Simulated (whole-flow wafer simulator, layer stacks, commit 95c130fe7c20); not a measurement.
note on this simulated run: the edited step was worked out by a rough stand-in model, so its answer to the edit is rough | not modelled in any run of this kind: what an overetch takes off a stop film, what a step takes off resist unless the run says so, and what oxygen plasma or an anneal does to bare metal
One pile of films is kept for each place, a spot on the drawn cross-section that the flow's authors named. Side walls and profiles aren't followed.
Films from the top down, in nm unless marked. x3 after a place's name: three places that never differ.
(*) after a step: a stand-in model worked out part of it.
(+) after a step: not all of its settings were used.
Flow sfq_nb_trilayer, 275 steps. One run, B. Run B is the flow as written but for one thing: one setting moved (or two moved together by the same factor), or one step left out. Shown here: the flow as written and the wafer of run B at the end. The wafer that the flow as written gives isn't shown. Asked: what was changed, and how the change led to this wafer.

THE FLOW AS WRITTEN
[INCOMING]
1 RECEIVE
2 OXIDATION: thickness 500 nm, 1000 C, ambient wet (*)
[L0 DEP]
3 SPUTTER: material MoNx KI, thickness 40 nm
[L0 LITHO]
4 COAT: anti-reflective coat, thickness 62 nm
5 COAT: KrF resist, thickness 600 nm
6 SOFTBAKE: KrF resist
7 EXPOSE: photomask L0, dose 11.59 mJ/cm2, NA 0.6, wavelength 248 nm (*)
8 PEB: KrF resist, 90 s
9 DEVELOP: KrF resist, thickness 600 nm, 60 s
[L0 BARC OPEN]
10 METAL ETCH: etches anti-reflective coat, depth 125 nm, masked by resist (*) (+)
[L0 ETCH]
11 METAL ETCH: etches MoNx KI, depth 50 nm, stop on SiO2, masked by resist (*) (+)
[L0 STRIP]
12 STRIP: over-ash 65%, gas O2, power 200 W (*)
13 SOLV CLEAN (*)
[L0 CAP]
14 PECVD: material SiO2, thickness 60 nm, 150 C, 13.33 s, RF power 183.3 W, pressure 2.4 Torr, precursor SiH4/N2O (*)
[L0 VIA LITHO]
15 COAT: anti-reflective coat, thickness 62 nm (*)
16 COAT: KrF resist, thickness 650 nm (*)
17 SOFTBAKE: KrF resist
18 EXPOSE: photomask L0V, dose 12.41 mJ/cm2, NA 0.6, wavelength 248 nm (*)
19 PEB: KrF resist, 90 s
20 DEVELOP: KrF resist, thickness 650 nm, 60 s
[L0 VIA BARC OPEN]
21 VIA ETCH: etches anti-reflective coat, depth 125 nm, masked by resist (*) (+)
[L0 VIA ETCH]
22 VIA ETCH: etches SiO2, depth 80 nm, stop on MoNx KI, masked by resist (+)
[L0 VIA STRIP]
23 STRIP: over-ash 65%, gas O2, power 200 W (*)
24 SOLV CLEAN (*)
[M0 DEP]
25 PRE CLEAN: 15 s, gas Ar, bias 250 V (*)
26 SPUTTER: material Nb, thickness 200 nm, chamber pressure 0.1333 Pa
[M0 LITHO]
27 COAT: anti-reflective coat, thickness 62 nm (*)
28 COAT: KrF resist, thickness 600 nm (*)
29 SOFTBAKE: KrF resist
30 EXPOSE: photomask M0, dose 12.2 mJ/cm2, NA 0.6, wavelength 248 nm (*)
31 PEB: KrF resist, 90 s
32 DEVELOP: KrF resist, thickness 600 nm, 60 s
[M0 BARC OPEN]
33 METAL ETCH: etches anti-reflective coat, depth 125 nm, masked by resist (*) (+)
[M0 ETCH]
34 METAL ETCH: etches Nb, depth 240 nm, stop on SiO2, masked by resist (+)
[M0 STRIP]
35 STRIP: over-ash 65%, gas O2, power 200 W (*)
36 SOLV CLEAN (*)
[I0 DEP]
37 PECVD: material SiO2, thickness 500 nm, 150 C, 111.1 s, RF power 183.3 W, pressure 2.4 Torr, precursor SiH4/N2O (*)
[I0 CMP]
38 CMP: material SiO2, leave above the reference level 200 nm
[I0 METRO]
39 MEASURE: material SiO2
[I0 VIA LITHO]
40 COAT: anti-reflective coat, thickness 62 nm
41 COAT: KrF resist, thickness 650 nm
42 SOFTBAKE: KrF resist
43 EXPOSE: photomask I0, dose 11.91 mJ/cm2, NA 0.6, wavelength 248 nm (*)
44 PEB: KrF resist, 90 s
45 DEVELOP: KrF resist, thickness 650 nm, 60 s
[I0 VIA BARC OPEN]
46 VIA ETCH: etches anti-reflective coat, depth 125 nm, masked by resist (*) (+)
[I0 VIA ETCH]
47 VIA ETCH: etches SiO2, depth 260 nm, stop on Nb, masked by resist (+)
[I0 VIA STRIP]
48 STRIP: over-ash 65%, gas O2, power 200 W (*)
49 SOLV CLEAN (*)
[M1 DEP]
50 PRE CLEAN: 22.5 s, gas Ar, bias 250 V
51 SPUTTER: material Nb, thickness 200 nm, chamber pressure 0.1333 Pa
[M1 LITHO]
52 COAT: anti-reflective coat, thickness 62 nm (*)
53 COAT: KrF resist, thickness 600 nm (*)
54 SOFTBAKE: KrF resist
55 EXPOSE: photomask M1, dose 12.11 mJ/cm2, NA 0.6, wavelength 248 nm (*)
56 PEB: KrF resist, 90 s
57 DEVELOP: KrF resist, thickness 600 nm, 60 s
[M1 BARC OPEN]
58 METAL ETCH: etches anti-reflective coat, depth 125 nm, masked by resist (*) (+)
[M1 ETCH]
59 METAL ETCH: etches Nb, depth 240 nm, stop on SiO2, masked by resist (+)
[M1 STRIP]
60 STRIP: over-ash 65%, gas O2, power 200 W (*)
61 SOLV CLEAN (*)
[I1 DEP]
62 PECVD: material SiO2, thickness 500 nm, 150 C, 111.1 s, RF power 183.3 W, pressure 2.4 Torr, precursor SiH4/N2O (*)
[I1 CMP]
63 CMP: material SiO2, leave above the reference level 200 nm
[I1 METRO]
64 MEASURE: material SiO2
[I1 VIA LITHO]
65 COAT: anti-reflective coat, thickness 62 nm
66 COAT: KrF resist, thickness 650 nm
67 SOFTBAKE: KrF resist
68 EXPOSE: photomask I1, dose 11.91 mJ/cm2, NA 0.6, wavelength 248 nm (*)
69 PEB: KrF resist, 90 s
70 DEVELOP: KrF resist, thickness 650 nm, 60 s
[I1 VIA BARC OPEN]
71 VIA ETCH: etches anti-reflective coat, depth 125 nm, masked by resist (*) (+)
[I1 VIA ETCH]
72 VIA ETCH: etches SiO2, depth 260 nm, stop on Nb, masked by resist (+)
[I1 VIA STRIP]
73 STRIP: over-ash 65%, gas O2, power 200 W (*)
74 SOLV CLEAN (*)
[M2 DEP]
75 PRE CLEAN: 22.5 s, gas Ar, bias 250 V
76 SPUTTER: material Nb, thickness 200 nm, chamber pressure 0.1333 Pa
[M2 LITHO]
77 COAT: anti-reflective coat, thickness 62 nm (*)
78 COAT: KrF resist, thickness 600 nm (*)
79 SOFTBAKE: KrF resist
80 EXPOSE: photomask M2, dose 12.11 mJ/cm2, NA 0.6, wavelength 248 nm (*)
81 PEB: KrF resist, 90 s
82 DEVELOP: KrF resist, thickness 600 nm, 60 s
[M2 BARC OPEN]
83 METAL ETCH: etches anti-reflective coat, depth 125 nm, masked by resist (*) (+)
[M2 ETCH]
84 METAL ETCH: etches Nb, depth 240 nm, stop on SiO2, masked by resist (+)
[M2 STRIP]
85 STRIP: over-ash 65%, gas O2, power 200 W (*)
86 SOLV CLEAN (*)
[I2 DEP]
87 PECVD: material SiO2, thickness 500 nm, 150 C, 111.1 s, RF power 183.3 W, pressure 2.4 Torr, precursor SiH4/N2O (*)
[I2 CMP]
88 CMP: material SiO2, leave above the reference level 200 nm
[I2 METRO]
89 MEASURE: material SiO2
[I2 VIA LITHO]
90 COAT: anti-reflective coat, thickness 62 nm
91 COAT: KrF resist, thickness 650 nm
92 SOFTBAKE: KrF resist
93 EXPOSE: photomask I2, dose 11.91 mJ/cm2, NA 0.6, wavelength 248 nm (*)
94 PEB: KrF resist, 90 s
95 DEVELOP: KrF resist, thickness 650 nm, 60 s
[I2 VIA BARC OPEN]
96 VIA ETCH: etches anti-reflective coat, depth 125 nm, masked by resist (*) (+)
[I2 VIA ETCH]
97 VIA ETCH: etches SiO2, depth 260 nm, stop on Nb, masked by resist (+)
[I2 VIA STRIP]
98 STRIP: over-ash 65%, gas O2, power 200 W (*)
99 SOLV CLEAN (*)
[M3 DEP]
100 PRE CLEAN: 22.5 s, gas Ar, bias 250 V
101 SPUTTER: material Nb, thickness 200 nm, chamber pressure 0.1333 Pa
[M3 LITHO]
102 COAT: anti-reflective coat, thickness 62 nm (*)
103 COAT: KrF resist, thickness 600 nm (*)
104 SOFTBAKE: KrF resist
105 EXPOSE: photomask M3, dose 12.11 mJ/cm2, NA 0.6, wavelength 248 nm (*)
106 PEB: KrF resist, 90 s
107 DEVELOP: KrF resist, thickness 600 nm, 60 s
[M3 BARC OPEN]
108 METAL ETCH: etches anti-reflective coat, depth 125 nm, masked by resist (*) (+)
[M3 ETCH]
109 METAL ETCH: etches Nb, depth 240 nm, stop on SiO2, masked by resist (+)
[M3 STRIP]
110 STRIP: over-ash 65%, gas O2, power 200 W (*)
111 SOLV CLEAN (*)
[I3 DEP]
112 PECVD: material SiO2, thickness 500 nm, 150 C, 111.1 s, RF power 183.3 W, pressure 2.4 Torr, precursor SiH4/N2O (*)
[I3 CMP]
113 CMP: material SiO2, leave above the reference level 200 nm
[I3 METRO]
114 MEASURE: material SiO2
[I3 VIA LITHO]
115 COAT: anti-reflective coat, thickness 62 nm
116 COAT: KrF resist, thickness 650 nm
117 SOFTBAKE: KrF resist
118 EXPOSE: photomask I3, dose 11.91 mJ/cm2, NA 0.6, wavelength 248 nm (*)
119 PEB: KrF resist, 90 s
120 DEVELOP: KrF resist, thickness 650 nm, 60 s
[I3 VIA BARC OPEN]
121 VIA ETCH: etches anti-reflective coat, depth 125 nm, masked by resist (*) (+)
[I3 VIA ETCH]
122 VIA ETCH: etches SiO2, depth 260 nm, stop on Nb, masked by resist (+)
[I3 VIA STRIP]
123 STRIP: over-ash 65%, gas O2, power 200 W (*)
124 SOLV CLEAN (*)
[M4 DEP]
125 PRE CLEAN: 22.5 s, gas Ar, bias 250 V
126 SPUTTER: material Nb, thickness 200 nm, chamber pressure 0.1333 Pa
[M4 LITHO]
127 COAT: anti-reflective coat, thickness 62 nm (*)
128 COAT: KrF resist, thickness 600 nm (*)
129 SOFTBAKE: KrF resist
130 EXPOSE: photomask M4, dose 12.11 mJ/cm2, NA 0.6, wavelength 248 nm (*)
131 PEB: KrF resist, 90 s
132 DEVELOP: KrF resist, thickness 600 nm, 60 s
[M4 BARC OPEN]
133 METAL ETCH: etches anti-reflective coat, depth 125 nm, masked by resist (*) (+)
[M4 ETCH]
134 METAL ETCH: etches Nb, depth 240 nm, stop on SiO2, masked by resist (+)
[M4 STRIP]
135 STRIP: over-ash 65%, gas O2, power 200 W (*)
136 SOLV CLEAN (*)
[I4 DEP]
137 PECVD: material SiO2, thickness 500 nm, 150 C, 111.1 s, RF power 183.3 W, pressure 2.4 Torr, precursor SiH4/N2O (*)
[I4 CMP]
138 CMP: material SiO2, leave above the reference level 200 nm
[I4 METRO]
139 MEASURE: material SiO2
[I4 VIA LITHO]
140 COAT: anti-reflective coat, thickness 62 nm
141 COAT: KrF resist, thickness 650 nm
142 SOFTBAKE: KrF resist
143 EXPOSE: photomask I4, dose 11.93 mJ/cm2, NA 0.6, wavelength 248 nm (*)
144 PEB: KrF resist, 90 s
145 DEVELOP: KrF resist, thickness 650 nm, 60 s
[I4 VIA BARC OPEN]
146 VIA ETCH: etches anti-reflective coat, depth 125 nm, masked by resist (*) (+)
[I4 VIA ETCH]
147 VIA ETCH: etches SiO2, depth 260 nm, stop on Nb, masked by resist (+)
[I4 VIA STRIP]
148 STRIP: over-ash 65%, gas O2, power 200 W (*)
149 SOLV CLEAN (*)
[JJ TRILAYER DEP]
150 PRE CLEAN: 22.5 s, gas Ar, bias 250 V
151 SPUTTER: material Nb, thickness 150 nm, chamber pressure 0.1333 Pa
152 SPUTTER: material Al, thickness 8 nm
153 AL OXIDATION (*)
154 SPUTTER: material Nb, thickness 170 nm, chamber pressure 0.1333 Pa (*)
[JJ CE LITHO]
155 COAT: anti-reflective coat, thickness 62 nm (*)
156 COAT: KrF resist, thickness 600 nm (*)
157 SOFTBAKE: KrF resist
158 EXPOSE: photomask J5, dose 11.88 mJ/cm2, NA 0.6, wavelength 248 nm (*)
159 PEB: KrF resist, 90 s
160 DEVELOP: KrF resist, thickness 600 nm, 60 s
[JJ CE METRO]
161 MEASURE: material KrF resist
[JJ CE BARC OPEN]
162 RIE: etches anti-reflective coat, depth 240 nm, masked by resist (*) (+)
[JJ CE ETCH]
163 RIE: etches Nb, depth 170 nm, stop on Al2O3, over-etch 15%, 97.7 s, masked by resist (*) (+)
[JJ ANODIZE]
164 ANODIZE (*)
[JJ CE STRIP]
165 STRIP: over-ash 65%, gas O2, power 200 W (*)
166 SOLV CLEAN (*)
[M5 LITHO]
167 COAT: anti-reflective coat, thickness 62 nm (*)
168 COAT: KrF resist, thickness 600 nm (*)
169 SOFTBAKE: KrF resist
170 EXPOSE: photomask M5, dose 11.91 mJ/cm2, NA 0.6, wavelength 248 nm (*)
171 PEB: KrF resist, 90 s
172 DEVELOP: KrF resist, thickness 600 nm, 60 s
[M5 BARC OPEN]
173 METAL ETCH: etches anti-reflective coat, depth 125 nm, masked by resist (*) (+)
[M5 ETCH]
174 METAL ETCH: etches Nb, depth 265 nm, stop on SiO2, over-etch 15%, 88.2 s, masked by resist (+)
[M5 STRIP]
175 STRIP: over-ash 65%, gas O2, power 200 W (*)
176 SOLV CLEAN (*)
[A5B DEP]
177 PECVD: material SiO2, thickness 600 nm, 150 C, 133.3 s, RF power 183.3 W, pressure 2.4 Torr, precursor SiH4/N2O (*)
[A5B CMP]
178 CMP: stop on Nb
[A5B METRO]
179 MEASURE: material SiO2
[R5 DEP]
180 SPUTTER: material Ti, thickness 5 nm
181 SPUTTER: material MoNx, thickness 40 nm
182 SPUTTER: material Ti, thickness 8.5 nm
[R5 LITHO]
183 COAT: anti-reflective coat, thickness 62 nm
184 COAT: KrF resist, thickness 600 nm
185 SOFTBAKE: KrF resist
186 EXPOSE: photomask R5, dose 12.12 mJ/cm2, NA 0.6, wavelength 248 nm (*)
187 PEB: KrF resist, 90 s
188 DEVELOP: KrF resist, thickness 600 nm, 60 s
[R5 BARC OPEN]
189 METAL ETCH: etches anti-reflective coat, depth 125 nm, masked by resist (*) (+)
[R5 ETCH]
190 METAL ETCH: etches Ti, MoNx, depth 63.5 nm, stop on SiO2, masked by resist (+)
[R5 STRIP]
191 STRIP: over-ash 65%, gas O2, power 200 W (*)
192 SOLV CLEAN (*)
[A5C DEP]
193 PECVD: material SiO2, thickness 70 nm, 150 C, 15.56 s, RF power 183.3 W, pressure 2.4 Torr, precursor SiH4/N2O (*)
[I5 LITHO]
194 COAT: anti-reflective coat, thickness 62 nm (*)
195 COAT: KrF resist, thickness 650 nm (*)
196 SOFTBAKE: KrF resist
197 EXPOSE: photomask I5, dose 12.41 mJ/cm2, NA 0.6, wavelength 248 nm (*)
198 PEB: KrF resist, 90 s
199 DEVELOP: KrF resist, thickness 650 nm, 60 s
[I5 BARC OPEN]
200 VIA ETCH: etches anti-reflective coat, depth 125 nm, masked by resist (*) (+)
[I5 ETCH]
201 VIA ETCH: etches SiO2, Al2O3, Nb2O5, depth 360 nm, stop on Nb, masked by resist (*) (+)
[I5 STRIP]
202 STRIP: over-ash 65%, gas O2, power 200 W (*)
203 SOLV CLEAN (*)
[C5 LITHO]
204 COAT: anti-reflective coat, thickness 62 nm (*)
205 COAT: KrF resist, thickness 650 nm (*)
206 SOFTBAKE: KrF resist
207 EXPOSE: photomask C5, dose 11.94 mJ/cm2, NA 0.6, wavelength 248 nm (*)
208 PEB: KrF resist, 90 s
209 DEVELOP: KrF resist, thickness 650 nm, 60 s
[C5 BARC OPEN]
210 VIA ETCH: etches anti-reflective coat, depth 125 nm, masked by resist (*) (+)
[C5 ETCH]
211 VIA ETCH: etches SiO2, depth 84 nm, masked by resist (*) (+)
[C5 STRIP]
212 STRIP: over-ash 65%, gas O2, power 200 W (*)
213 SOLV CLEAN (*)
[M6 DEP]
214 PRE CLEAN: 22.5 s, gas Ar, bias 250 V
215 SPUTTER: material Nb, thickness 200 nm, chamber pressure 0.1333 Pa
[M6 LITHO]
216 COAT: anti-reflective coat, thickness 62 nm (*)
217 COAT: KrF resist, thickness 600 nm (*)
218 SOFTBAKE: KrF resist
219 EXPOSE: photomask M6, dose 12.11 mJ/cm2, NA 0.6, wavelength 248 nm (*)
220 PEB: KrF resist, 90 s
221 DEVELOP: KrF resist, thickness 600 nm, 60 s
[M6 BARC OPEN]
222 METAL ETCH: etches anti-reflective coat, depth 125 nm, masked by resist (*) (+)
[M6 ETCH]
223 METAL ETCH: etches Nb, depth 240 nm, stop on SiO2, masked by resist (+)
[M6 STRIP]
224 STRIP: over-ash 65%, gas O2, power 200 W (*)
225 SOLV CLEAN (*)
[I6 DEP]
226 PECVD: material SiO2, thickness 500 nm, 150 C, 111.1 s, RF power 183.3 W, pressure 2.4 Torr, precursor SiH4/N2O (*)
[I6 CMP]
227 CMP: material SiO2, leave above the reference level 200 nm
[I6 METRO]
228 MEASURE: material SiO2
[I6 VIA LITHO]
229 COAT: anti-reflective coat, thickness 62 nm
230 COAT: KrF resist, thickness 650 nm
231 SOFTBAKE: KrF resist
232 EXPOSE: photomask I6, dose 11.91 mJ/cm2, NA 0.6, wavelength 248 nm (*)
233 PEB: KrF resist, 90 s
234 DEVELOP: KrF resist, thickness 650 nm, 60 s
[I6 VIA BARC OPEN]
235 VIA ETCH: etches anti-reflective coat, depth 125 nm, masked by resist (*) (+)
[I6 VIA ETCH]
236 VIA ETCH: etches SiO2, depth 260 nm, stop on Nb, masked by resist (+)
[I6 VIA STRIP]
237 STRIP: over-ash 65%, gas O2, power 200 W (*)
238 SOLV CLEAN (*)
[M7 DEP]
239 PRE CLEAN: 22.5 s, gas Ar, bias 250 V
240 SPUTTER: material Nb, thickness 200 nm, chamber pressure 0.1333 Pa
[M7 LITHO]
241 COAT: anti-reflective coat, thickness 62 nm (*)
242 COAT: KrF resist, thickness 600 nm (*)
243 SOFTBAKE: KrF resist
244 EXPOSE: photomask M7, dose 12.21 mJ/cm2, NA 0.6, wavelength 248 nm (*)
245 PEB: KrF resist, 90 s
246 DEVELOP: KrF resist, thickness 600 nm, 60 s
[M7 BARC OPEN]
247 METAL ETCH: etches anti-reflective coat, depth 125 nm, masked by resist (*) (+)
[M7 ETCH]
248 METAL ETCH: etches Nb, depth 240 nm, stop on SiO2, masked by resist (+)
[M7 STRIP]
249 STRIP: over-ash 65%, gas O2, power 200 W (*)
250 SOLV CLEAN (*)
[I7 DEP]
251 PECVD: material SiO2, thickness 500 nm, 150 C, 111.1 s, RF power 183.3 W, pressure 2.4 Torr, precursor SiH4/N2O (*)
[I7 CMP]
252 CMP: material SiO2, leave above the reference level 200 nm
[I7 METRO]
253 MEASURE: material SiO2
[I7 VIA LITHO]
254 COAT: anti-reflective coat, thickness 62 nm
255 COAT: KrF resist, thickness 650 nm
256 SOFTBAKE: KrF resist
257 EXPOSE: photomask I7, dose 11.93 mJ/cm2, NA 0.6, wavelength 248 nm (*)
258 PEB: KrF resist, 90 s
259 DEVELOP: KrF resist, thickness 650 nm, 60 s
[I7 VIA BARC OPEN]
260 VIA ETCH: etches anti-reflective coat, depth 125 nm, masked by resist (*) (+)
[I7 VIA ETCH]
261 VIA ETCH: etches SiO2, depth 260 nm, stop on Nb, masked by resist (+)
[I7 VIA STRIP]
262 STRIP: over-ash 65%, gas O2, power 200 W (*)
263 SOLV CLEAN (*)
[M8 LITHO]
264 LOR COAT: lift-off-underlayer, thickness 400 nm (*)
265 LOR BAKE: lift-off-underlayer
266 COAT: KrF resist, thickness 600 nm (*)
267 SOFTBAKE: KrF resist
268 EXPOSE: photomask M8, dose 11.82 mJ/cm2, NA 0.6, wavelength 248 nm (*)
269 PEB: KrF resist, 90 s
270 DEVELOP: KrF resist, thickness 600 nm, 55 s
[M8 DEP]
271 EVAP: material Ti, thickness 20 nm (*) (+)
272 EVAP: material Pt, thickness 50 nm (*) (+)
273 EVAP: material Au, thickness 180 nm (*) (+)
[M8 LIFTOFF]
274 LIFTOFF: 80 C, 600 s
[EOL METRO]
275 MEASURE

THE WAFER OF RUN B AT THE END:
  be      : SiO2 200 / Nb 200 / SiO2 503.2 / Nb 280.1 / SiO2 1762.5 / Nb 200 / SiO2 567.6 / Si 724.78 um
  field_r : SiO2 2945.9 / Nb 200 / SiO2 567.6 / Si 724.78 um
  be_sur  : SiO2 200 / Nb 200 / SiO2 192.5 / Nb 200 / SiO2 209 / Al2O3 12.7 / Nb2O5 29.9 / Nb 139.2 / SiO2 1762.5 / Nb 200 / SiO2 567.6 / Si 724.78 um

The cause: step 14, PECVD: thickness 72.6 nm was run, where the flow has thickness 60 nm; step 14, PECVD: 16.13 s was run, where the flow has 13.33 s.

How the change led to this, step by step:
  14 PECVD: material SiO2, thickness 60 nm, 150 C, 13.33 s, RF power 183.3 W, pressure 2.4 Torr, precursor SiH4/N2O (*)
      v_sur, via_wl, via_w and 97 more: SiO2 +72.6 (as written it would be: SiO2 +60)
      field_l, l0_sur, l0v, l0r_line_l, l0r_line_c, l0r_line_r: SiO2 +72.6 (new film) (as written it would be: SiO2 +60 (new film))
  22 VIA ETCH: etches SiO2, depth 80 nm, stop on MoNx KI, masked by resist (+)
      l0v: SiO2 -72.4 (all of it) (as written it would be: SiO2 -59.8 (all of it))
  27 COAT: anti-reflective coat, thickness 62 nm (*)
      l0_sur: anti-reflective coat +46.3 (new film) (as written it would be: anti-reflective coat +47.5 (new film))
      l0v: anti-reflective coat +81.2 (new film) (as written it would be: anti-reflective coat +78 (new film))
  35 STRIP: over-ash 65%, gas O2, power 200 W (*)
      l0_sur: KrF resist -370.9 (all of it), anti-reflective coat -46.3 (all of it) (as written it would be: KrF resist -372 (all of it), anti-reflective coat -47.5 (all of it))
      l0v: KrF resist -413.6 (all of it), anti-reflective coat -81.2 (all of it) (as written it would be: KrF resist -405.3 (all of it), anti-reflective coat -78 (all of it))
  38 CMP: material SiO2, leave above the reference level 200 nm
      l0v: SiO2 -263 (as written it would be: SiO2 -277.8)
